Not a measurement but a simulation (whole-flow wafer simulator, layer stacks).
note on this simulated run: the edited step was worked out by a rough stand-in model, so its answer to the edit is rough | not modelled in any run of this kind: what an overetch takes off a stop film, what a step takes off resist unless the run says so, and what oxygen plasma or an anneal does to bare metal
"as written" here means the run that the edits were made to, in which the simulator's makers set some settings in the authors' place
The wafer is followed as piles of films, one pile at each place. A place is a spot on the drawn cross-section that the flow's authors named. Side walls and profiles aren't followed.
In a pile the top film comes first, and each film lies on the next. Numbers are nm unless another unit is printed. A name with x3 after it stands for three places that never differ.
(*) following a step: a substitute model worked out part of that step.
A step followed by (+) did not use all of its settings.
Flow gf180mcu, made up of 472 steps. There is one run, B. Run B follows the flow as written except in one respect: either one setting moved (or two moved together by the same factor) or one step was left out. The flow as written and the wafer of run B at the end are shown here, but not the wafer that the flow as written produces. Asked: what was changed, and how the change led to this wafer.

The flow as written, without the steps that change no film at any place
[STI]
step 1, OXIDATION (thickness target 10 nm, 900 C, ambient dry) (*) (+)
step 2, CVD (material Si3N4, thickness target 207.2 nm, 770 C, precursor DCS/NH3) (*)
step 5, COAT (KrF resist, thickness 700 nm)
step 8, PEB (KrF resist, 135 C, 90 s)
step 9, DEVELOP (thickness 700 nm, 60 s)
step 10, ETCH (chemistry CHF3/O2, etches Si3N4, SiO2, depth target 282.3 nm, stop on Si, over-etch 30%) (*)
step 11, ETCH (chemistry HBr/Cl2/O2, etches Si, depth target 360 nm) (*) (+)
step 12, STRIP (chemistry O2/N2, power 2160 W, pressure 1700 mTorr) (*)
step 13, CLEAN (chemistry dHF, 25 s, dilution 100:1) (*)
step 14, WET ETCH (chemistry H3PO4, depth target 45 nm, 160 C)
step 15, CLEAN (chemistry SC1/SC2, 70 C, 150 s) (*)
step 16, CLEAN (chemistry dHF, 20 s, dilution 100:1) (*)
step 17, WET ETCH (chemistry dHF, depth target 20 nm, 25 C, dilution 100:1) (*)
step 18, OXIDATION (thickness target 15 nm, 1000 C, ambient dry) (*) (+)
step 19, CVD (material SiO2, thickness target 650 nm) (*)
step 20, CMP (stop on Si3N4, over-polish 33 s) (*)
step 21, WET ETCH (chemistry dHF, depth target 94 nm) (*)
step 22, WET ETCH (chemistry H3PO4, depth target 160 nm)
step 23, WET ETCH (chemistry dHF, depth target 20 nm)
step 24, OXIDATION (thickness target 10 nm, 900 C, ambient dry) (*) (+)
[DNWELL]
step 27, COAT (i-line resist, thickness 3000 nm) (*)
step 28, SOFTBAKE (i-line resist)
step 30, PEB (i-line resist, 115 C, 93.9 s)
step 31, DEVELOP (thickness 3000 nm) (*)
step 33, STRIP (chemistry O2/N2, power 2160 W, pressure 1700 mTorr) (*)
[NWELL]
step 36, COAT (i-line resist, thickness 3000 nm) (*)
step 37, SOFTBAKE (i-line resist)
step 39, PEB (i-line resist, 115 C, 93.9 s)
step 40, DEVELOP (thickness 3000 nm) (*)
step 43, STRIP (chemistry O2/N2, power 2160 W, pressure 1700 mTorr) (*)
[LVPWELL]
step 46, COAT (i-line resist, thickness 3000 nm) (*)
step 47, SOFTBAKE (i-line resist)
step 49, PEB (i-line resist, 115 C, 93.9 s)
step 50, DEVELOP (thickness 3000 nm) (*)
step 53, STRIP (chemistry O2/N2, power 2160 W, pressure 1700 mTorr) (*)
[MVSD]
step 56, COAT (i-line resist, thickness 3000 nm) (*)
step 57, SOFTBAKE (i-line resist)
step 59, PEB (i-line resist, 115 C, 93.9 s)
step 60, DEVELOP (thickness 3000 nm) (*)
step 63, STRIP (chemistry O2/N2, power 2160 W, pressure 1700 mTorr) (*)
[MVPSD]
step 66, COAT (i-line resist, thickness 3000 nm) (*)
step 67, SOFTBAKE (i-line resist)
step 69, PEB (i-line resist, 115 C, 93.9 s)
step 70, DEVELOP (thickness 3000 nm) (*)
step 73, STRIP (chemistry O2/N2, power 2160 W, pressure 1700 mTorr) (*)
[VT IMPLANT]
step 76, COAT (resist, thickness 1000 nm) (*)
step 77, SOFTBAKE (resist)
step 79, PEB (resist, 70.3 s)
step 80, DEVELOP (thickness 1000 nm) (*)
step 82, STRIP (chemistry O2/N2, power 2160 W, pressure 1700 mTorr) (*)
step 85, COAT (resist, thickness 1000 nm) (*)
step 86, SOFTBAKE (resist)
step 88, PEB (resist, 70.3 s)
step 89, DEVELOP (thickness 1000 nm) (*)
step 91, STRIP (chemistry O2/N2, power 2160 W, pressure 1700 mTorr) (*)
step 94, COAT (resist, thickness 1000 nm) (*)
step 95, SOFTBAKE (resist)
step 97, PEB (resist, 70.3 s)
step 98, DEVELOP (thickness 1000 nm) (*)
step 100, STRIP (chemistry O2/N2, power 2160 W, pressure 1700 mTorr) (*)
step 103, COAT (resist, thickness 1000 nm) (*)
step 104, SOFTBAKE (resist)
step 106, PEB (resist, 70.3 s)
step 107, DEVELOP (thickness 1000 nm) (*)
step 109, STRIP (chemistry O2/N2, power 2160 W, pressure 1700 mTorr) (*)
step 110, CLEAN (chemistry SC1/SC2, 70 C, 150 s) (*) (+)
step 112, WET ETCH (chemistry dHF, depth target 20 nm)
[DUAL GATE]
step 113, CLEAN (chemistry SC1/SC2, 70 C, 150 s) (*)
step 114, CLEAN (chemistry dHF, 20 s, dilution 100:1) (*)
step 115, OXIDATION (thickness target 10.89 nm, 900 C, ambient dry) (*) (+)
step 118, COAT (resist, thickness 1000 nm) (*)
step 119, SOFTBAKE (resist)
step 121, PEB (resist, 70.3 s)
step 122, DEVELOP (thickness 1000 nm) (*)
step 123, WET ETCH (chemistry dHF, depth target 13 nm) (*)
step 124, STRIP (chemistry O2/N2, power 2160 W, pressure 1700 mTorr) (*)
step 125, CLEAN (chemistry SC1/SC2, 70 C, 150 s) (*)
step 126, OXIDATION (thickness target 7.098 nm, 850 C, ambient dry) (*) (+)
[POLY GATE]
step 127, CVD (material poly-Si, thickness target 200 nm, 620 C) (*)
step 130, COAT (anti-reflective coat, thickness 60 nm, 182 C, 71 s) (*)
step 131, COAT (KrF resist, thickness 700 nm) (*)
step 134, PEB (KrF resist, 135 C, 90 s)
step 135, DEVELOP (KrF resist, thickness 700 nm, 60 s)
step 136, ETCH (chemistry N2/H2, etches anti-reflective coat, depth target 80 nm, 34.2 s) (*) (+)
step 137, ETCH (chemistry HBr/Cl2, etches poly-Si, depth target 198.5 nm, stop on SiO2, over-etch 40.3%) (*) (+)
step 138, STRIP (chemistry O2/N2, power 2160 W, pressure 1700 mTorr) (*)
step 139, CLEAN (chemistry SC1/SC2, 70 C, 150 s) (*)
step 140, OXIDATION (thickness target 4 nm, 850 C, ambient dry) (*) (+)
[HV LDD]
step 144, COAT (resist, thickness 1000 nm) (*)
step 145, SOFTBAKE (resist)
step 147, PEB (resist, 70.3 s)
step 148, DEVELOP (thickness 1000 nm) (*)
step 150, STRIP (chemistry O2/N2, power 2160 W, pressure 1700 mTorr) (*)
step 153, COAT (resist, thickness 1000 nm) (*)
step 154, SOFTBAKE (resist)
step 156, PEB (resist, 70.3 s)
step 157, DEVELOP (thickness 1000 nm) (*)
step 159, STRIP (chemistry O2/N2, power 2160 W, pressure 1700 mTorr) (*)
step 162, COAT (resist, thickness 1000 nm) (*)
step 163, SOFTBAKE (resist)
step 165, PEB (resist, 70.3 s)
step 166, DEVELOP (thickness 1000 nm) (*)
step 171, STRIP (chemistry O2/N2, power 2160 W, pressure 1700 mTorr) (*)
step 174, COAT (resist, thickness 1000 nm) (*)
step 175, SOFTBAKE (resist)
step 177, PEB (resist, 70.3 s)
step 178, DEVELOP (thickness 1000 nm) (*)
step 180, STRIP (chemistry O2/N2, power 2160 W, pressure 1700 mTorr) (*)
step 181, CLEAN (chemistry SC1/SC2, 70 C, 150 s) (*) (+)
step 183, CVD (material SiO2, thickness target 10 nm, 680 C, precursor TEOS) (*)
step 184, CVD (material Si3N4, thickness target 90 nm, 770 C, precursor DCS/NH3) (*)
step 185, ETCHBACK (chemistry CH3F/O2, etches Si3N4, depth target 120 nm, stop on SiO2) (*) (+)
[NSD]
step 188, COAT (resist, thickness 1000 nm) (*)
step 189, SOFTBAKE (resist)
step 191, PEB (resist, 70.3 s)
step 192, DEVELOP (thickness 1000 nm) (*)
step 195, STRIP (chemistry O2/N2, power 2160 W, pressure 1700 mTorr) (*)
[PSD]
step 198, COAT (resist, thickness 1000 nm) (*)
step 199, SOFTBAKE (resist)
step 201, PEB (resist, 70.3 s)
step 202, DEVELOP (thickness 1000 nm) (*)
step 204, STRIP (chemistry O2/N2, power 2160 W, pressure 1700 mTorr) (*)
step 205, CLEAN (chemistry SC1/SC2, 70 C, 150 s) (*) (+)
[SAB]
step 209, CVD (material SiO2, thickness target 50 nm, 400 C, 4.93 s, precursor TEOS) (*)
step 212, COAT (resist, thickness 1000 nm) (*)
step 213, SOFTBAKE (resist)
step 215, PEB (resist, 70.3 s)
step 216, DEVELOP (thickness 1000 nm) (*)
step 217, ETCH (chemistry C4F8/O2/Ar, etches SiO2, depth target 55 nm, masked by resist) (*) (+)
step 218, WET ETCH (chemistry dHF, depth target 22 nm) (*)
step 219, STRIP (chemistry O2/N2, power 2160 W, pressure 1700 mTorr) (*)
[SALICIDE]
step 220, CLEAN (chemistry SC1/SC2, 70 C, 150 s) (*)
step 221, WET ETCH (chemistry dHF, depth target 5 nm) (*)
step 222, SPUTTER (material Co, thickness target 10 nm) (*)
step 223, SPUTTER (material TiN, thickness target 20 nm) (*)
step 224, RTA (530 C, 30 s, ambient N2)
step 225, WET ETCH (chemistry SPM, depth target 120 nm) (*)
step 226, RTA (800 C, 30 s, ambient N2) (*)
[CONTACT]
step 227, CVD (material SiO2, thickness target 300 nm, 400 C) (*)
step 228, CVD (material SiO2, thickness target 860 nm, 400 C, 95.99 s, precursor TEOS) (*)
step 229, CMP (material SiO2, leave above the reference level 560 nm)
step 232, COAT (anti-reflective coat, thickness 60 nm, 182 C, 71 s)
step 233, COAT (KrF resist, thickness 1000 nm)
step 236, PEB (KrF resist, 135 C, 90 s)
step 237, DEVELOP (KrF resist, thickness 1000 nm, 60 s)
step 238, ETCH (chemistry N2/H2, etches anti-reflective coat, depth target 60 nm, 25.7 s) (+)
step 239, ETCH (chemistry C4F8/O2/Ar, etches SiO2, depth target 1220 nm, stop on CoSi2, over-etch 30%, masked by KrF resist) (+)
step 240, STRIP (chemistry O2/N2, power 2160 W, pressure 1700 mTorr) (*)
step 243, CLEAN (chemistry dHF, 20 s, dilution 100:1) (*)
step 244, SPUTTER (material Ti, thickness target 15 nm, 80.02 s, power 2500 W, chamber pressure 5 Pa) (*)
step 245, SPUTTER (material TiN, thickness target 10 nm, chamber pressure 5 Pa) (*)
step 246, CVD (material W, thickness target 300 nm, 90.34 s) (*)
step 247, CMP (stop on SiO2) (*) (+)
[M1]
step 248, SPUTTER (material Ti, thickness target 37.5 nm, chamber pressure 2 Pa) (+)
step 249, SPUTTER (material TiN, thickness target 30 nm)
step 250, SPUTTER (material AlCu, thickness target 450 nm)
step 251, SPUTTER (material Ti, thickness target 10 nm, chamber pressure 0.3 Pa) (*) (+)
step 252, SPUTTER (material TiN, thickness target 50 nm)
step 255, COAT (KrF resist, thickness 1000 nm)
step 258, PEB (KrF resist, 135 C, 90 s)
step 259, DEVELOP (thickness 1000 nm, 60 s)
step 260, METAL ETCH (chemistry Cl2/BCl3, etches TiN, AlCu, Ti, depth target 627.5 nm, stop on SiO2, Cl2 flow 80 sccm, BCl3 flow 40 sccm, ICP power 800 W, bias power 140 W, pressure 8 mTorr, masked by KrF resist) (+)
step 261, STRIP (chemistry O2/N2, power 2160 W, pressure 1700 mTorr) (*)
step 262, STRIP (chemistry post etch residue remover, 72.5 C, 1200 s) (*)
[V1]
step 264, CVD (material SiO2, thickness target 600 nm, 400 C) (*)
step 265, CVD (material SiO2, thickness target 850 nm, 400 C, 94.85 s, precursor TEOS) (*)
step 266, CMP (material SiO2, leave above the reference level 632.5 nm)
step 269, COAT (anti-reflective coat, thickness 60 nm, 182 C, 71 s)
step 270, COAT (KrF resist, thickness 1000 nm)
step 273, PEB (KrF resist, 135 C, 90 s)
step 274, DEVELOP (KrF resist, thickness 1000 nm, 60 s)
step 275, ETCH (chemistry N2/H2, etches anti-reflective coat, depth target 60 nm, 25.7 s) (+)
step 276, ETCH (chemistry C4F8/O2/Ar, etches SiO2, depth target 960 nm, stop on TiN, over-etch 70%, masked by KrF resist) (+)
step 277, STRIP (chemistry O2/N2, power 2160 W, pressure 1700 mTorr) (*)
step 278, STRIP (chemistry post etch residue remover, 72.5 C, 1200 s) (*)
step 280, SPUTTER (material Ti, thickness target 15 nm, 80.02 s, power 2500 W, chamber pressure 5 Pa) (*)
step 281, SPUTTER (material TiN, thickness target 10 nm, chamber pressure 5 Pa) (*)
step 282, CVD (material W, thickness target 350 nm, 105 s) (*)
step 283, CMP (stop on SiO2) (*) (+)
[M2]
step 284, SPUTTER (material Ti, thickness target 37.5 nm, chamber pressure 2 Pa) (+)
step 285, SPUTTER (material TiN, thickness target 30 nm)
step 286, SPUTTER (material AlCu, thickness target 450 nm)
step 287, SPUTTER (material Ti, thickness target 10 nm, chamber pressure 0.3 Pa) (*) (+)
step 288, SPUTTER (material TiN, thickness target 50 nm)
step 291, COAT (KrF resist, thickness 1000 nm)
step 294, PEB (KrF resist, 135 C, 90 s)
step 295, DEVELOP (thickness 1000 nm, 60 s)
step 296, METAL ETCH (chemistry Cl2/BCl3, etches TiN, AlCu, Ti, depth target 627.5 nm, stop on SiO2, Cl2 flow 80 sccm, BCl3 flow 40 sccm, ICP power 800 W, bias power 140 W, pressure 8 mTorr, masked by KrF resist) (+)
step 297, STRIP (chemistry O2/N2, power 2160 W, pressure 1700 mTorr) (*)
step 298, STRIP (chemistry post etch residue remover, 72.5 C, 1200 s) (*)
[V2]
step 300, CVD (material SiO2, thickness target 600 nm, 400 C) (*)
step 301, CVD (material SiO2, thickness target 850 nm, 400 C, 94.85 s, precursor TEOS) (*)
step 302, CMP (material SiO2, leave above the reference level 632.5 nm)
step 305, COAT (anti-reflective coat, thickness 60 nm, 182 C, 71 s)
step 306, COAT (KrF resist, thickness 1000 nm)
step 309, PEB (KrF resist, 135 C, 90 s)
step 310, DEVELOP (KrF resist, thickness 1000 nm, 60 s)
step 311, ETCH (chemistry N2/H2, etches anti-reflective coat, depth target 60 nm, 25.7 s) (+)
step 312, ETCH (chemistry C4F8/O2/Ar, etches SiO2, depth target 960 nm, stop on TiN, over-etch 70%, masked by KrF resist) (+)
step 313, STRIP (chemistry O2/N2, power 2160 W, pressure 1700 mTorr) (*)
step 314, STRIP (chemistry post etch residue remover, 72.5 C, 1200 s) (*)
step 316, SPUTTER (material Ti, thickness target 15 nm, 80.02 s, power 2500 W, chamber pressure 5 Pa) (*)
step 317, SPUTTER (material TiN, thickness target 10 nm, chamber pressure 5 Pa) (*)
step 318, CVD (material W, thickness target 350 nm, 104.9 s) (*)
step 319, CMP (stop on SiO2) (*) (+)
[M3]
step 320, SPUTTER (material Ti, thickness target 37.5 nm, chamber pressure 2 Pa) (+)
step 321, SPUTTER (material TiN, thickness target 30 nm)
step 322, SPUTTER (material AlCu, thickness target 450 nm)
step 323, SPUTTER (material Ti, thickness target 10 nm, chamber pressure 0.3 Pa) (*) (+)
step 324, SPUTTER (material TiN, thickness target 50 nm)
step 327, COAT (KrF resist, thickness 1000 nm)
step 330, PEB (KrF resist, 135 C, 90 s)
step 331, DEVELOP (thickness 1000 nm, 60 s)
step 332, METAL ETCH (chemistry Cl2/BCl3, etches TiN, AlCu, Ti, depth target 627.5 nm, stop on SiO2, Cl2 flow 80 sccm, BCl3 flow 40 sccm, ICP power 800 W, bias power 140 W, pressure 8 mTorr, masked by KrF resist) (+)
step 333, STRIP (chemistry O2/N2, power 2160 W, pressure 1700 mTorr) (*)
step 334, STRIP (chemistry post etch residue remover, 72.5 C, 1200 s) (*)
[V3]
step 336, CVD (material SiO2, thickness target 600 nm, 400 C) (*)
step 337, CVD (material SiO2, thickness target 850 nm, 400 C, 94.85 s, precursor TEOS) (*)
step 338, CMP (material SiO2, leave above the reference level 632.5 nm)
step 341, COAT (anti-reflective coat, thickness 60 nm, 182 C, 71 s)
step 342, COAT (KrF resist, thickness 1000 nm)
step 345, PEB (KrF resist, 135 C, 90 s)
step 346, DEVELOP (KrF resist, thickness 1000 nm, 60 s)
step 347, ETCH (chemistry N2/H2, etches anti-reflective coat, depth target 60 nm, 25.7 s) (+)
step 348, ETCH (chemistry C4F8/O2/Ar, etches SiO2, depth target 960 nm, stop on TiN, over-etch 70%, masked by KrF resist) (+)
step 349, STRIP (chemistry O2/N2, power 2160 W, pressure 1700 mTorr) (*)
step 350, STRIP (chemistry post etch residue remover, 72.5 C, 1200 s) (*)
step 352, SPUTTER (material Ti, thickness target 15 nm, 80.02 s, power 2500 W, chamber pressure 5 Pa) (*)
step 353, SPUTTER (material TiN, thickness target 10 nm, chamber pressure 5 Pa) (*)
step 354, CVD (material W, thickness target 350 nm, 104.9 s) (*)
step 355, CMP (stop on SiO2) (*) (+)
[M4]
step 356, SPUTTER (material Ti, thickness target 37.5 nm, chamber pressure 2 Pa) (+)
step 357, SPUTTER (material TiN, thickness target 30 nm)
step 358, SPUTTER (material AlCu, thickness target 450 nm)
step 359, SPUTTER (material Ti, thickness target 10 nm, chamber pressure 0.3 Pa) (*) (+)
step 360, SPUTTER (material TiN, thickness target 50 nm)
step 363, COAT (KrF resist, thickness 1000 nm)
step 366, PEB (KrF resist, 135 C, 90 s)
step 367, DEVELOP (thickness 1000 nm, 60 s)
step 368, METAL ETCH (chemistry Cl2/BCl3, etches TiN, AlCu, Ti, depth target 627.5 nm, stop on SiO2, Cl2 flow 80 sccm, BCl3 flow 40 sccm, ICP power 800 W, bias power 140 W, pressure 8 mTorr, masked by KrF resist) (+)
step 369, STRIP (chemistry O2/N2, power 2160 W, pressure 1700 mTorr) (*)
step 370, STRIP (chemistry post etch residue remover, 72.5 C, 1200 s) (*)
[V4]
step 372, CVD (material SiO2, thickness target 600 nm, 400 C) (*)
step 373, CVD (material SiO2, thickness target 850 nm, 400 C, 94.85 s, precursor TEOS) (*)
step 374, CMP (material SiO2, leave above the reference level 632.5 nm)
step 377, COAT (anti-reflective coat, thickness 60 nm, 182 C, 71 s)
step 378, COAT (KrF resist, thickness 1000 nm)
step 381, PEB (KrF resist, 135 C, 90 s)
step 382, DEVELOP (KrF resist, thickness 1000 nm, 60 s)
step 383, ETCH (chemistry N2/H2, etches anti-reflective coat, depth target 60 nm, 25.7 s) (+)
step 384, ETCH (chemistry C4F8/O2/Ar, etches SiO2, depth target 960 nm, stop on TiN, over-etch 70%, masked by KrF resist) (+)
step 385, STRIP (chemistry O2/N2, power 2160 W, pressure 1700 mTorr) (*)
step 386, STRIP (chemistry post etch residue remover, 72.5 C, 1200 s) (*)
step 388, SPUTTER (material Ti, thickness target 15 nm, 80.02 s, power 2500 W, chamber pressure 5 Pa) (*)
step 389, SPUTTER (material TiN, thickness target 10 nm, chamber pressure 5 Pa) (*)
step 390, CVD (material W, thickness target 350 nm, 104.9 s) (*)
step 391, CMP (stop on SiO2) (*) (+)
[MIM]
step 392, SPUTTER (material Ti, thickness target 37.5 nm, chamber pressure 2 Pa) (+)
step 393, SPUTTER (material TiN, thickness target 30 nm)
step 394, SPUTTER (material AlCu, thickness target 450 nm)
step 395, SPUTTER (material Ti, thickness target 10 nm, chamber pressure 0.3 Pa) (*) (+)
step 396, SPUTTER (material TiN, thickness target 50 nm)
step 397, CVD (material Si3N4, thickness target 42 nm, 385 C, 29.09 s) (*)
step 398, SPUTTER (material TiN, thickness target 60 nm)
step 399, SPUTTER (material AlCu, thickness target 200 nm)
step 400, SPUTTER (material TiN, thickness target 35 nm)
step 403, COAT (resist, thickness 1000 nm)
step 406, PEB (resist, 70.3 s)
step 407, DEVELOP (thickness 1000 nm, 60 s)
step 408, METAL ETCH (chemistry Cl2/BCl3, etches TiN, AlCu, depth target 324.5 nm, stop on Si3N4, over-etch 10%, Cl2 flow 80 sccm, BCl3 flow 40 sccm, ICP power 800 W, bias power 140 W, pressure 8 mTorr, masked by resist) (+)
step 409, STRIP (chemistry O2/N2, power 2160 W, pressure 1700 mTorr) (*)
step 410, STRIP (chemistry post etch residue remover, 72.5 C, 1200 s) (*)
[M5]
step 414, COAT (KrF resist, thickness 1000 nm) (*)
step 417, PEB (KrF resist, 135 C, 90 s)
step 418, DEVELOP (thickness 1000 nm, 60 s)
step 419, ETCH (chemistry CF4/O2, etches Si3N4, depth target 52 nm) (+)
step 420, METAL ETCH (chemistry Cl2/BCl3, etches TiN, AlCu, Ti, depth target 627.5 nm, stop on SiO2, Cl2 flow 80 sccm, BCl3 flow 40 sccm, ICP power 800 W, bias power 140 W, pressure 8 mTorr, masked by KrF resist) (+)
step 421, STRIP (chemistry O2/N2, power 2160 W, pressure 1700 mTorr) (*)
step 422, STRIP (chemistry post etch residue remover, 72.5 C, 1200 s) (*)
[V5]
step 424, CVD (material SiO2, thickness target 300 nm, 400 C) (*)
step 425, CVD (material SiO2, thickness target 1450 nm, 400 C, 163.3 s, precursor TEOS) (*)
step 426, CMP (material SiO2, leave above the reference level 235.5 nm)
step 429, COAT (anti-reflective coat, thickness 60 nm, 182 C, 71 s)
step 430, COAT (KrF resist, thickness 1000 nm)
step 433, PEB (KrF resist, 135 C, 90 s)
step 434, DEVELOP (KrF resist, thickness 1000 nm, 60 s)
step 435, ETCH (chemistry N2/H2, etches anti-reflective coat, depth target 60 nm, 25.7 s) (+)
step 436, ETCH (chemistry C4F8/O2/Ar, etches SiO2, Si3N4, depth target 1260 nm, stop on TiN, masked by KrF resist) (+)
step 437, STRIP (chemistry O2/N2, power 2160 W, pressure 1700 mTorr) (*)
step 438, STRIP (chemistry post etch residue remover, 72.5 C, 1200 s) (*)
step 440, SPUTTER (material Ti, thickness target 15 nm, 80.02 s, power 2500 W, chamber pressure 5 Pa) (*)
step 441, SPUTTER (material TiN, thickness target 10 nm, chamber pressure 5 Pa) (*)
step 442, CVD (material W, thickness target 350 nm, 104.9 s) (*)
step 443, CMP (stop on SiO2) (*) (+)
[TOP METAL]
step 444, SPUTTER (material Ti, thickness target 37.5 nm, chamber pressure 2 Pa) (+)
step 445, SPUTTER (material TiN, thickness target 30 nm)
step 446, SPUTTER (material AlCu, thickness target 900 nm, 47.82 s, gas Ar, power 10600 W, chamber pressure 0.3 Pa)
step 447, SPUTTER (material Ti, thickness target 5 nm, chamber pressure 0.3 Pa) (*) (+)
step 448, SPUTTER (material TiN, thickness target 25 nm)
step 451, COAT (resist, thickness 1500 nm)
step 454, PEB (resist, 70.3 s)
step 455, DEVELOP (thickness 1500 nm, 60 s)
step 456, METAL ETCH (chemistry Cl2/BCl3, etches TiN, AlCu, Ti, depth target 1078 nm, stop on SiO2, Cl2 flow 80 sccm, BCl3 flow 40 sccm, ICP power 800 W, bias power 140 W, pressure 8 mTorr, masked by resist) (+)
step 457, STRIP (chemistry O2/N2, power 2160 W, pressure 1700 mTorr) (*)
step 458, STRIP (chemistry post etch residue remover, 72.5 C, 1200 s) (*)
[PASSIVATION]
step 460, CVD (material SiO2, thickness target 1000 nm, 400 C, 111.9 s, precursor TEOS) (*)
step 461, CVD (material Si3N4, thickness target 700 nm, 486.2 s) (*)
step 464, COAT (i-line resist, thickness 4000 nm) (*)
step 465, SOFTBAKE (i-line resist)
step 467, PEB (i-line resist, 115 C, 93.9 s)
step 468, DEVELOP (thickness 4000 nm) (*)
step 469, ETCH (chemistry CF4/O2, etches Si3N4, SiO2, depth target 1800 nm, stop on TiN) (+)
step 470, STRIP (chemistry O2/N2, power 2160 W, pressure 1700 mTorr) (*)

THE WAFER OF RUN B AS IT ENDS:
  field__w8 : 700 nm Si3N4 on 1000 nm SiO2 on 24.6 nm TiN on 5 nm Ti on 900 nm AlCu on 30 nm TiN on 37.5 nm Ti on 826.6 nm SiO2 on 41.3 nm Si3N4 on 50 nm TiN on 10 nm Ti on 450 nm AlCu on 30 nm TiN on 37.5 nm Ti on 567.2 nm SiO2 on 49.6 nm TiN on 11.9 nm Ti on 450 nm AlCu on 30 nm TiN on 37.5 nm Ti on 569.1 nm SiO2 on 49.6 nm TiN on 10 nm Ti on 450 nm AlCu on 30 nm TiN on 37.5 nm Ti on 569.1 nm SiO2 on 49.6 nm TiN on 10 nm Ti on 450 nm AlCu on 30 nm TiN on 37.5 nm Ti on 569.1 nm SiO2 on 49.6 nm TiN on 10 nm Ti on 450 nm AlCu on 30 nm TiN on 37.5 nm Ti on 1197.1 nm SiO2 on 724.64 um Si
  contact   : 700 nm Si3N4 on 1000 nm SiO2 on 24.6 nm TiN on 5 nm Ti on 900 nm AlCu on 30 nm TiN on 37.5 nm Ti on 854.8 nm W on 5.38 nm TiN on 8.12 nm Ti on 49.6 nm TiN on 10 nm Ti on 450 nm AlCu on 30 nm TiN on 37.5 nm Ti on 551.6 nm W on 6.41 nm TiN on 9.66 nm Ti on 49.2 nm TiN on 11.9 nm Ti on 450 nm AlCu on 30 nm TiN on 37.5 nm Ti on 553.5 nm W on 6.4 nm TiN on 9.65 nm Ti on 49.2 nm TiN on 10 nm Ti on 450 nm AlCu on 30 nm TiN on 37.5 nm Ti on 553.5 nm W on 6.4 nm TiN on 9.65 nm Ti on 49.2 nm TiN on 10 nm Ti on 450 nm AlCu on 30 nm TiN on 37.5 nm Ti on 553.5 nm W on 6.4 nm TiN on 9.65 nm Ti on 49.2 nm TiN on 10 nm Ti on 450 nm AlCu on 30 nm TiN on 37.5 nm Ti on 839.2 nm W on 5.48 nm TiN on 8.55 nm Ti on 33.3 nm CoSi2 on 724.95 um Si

The reason: step 359, SPUTTER: thickness target 11.9 nm was run, whereas the flow has thickness target 10 nm.
The wafer itself shows it: field__w8 has Ti 11.9, and step 359 as written asks for 10 nm.

Step by step, how the change led to this:
  step 359, SPUTTER (material Ti, thickness target 10 nm, chamber pressure 0.3 Pa) (*) (+)
      field, field__w1, field__w2 and 108 more: Ti gains 11.9 (new film) (it would be, as written: Ti gains 10 (new film))
  step 368, METAL ETCH (chemistry Cl2/BCl3, etches TiN, AlCu, Ti, depth target 627.5 nm, stop on SiO2, Cl2 flow 80 sccm, BCl3 flow 40 sccm, ICP power 800 W, bias power 140 W, pressure 8 mTorr, masked by KrF resist) (+)
      field, field__w1, field__w2 and 103 more: TiN loses 50 (all of it), Ti loses 11.9 (all of it), AlCu loses 450 (all of it), TiN loses 30 (all of it), Ti loses 37.5 (all of it) (it would be, as written: TiN loses 50 (all of it), Ti loses 10 (all of it), AlCu loses 450 (all of it), TiN loses 30 (all of it), Ti loses 37.5 (all of it))
